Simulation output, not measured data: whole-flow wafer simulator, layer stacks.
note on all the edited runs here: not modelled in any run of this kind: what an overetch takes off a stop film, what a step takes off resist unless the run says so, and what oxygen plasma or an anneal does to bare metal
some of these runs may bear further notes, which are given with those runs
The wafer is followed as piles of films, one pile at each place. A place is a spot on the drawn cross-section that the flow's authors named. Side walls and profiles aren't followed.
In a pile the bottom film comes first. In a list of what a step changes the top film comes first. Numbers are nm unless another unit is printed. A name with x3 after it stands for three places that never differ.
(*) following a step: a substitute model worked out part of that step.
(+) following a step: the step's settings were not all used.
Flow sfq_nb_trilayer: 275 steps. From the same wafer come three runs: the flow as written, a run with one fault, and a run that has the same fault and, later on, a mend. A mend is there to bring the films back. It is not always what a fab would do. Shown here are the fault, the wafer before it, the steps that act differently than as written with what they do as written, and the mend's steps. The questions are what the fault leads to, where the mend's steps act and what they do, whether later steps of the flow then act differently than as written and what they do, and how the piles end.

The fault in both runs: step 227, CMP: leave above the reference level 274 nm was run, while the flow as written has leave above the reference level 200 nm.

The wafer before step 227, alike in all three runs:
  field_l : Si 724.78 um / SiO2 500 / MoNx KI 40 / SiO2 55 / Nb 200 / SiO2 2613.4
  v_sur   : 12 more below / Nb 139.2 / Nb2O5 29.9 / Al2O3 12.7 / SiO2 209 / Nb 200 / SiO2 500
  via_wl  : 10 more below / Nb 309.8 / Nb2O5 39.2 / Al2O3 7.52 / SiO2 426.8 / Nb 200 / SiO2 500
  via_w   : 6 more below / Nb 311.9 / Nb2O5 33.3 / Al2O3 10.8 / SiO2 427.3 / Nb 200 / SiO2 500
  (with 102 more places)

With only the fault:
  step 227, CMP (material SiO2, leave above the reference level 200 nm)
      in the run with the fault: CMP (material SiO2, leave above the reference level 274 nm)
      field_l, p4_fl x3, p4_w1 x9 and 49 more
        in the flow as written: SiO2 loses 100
        in the run with the fault: SiO2 loses 26
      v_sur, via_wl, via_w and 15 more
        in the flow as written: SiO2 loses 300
        in the run with the fault: SiO2 loses 226
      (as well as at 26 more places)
  Steps further on in the flow that do not act as written (not shown: 4 more steps that differ only slightly, by at most 2% or 0.5 nm, whichever is larger):
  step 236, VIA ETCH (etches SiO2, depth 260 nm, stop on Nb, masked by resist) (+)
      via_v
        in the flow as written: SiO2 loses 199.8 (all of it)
        in the run with the fault: SiO2 loses 260
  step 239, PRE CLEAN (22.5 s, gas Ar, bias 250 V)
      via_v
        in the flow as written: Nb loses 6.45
        in the run with the fault: SiO2 loses 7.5
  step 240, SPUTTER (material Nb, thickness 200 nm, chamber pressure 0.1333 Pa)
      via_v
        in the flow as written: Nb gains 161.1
        in the run with the fault: Nb gains 146.9 (new film)
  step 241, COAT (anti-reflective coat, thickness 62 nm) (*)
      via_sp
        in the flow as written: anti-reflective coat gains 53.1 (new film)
        in the run with the fault: anti-reflective coat gains 50 (new film)
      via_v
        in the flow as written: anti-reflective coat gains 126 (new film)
        in the run with the fault: anti-reflective coat gains 129.5 (new film)
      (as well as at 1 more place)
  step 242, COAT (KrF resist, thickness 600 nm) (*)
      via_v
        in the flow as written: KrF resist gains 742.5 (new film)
        in the run with the fault: KrF resist gains 801.5 (new film)
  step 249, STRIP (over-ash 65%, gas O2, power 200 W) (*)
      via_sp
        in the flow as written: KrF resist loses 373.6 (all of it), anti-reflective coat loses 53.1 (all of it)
        in the run with the fault: KrF resist loses 369.5 (all of it), anti-reflective coat loses 50 (all of it)
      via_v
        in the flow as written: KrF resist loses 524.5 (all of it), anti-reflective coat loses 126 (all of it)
        in the run with the fault: KrF resist loses 583.4 (all of it), anti-reflective coat loses 129.5 (all of it)
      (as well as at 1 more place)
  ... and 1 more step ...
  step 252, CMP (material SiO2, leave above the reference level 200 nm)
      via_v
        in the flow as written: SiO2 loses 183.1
        in the run with the fault: SiO2 loses 157.1
  The piles end different from the flow's at field_l, v_sur, via_wl and 103 more by more than 2% or 0.5 nm, whichever is larger.
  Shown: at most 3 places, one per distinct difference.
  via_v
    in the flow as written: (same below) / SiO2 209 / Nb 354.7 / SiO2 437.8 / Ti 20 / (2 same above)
    in the run with the fault: (same below) / SiO2 209 / Nb 200 / SiO2 6.34 / Nb 146.9 / SiO2 513.3 / Ti 20 / (2 same above)
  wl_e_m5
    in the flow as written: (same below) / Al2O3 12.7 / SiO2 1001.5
    in the run with the fault: (same below) / Al2O3 12.7 / SiO2 1075.5
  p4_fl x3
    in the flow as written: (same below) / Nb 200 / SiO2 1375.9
    in the run with the fault: (same below) / Nb 200 / SiO2 1449.9

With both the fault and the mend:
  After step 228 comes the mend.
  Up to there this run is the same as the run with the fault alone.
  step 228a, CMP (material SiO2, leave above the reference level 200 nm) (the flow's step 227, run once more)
      field_l, v_sur, via_wl and 103 more
        SiO2 loses 74
  Later steps of the flow that are run all act as written at every place that is followed.
  The piles end the same as the flow's at every place that both follow.
